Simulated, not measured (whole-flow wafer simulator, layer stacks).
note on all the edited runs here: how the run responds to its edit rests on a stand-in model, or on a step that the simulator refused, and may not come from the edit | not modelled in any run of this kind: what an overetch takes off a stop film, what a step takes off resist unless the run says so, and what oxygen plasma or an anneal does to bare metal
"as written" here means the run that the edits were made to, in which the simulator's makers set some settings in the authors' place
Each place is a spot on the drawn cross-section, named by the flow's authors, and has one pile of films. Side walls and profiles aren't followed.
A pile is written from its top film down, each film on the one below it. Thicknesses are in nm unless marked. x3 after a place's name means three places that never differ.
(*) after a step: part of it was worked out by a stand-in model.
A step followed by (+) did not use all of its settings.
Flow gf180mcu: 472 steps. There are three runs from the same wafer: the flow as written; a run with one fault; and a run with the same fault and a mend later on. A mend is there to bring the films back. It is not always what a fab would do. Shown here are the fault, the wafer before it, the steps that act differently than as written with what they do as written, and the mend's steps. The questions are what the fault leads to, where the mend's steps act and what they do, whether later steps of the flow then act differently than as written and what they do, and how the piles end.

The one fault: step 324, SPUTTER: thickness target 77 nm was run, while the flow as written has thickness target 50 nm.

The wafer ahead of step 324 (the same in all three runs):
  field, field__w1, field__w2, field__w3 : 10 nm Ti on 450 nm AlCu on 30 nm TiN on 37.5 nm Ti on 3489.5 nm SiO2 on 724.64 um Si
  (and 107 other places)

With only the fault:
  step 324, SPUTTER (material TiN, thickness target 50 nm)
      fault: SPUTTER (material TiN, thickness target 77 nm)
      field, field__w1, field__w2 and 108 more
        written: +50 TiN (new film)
        fault: +77 TiN (new film)
  Steps further on in the flow that do not act as written (3 more steps, not shown, differ only slightly: by at most 2% or 0.5 nm, whichever is larger):
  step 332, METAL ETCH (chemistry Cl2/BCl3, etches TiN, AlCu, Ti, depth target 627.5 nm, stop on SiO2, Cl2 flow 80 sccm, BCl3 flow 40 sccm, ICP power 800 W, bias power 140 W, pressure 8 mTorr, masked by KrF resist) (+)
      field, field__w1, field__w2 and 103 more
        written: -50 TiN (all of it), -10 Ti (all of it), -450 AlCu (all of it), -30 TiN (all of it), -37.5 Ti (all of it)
        fault: -77 TiN (all of it), -10 Ti (all of it), -450 AlCu (all of it), -30 TiN (all of it), -37.5 Ti (all of it)
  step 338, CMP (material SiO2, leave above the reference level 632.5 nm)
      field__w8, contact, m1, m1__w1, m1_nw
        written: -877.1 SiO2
        fault: -904.1 SiO2
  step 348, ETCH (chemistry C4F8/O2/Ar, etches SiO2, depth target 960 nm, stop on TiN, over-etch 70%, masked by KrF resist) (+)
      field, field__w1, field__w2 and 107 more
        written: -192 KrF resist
        fault: -185.5 KrF resist
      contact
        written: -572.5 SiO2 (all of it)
        fault: -545.5 SiO2 (all of it)
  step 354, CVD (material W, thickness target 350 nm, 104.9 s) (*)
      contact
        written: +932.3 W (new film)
        fault: +905 W (new film)
  At field__w8, contact, m1, m1__w1, m1_nw, the piles at the end differ from the flow's by more than 2% or 0.5 nm, whichever is larger.
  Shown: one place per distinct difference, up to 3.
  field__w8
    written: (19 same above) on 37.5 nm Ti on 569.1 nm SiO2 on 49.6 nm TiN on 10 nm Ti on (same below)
    fault: (19 same above) on 37.5 nm Ti on 542.1 nm SiO2 on 76.6 nm TiN on 10 nm Ti on (same below)
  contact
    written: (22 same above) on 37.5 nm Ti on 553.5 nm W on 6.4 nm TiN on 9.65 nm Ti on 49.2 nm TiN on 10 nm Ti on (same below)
    fault: (22 same above) on 37.5 nm Ti on 526.2 nm W on 6.51 nm TiN on 9.81 nm Ti on 76.2 nm TiN on 10 nm Ti on (same below)

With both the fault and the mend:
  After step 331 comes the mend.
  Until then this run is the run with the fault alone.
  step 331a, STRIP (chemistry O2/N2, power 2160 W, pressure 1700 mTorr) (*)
      field__w8, contact, m1, m1__w1, m1_nw
        -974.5 KrF resist (all of it)
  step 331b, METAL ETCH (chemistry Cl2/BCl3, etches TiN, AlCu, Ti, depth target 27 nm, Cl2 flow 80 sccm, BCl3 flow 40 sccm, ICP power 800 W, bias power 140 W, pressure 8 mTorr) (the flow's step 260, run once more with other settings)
      field, field__w1, field__w2 and 108 more
        -27 TiN
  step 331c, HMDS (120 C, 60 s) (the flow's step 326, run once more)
      alters no film at any place that is followed
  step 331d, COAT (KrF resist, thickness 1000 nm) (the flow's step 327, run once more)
      field, field__w1, field__w2 and 108 more
        +1000 KrF resist (new film)
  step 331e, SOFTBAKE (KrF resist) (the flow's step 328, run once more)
      alters no film at any place that is followed
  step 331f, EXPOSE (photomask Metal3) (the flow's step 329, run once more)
      alters no film at any place that is followed
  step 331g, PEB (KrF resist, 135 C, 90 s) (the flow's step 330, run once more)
      field, field__w1, field__w2 and 108 more
        -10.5 KrF resist
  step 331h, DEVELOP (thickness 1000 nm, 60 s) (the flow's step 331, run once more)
      field, field__w1, field__w2 and 103 more
        -989.5 KrF resist (all of it)
      field__w8, contact, m1, m1__w1, m1_nw
        -14.9 KrF resist
  None of the later steps of the flow acts differently than as written at any place that is followed.
  At every place that both follow, the piles at the end match the flow's.
